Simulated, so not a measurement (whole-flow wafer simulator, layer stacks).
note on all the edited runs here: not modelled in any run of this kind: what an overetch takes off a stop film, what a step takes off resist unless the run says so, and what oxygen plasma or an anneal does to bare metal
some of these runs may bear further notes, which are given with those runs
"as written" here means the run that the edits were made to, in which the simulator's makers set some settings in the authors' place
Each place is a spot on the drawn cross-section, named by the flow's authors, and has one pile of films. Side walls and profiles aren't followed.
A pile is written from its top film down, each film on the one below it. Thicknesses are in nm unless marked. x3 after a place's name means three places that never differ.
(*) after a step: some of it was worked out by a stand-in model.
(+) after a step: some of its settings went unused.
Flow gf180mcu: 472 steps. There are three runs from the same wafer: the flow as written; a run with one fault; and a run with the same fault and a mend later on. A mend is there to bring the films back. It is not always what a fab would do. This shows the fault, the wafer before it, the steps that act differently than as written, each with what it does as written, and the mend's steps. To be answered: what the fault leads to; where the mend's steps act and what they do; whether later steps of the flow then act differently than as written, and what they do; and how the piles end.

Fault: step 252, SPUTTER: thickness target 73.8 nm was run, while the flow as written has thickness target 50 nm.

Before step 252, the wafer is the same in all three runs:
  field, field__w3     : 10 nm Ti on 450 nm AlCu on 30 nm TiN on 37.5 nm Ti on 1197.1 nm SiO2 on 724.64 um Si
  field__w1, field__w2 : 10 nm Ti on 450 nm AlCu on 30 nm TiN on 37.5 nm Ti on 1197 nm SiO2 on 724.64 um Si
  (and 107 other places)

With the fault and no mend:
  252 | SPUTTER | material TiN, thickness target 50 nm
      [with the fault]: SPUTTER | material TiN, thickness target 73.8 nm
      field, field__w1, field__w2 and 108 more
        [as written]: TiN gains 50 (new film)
        [with the fault]: TiN gains 73.8 (new film)
  Steps further on in the flow that do not act as written (3 more steps, not shown, differ only slightly: by at most 2% or 0.5 nm, whichever is larger):
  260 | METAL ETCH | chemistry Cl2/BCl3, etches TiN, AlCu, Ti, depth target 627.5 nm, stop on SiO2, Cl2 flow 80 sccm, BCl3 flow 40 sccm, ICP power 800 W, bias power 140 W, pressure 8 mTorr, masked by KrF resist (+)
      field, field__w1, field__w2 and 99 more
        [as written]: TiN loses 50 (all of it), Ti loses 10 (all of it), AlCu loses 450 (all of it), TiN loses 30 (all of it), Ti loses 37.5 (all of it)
        [with the fault]: TiN loses 73.8 (all of it), Ti loses 10 (all of it), AlCu loses 450 (all of it), TiN loses 30 (all of it), Ti loses 37.5 (all of it)
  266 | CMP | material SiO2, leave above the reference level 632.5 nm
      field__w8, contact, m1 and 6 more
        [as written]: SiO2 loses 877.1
        [with the fault]: SiO2 loses 900.9
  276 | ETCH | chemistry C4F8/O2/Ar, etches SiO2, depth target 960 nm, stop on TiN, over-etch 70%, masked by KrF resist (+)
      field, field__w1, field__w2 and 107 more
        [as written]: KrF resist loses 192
        [with the fault]: KrF resist loses 186.5
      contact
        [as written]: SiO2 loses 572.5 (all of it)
        [with the fault]: SiO2 loses 548.7 (all of it)
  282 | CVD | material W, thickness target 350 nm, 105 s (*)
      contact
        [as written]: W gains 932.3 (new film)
        [with the fault]: W gains 908.3 (new film)
  By the end, the piles at field__w8, contact, m1 and 6 more depart from the flow's by more than 2% or 0.5 nm, whichever is larger.
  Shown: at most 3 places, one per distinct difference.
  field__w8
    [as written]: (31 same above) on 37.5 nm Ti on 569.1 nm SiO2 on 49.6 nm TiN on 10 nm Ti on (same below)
    [with the fault]: (31 same above) on 37.5 nm Ti on 545.3 nm SiO2 on 73.4 nm TiN on 10 nm Ti on (same below)
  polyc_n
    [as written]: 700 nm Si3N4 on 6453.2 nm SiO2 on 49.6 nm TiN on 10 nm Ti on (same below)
    [with the fault]: 700 nm Si3N4 on 6429.4 nm SiO2 on 73.4 nm TiN on 10 nm Ti on (same below)
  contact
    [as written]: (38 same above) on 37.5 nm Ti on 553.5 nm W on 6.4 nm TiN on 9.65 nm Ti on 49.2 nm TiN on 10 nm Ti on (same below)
    [with the fault]: (38 same above) on 37.5 nm Ti on 529.5 nm W on 6.49 nm TiN on 9.79 nm Ti on 73 nm TiN on 10 nm Ti on (same below)

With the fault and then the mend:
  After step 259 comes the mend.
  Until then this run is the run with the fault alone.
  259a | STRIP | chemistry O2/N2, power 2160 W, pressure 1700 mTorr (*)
      field__w8, contact, m1 and 6 more
        KrF resist loses 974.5 (all of it)
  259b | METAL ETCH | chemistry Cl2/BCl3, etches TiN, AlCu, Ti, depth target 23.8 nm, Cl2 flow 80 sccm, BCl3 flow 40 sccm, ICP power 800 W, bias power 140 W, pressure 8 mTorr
      field, field__w1, field__w2 and 108 more
        TiN loses 23.8
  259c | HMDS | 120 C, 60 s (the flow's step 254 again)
      alters no film at any place that is followed
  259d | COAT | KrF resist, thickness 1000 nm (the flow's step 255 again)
      field, field__w1, field__w2 and 108 more
        KrF resist gains 1000 (new film)
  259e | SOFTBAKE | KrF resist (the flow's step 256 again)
      alters no film at any place that is followed
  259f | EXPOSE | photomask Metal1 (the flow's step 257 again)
      alters no film at any place that is followed
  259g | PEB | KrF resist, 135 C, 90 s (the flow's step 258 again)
      field, field__w1, field__w2 and 108 more
        KrF resist loses 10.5
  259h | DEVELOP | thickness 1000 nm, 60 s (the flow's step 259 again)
      field, field__w1, field__w2 and 99 more
        KrF resist loses 989.5 (all of it)
      field__w8, contact, m1 and 6 more
        KrF resist loses 14.9
  Later steps of the flow that are run all act as written at every place that is followed.
  By the end, the piles equal the flow's at every place that both follow.
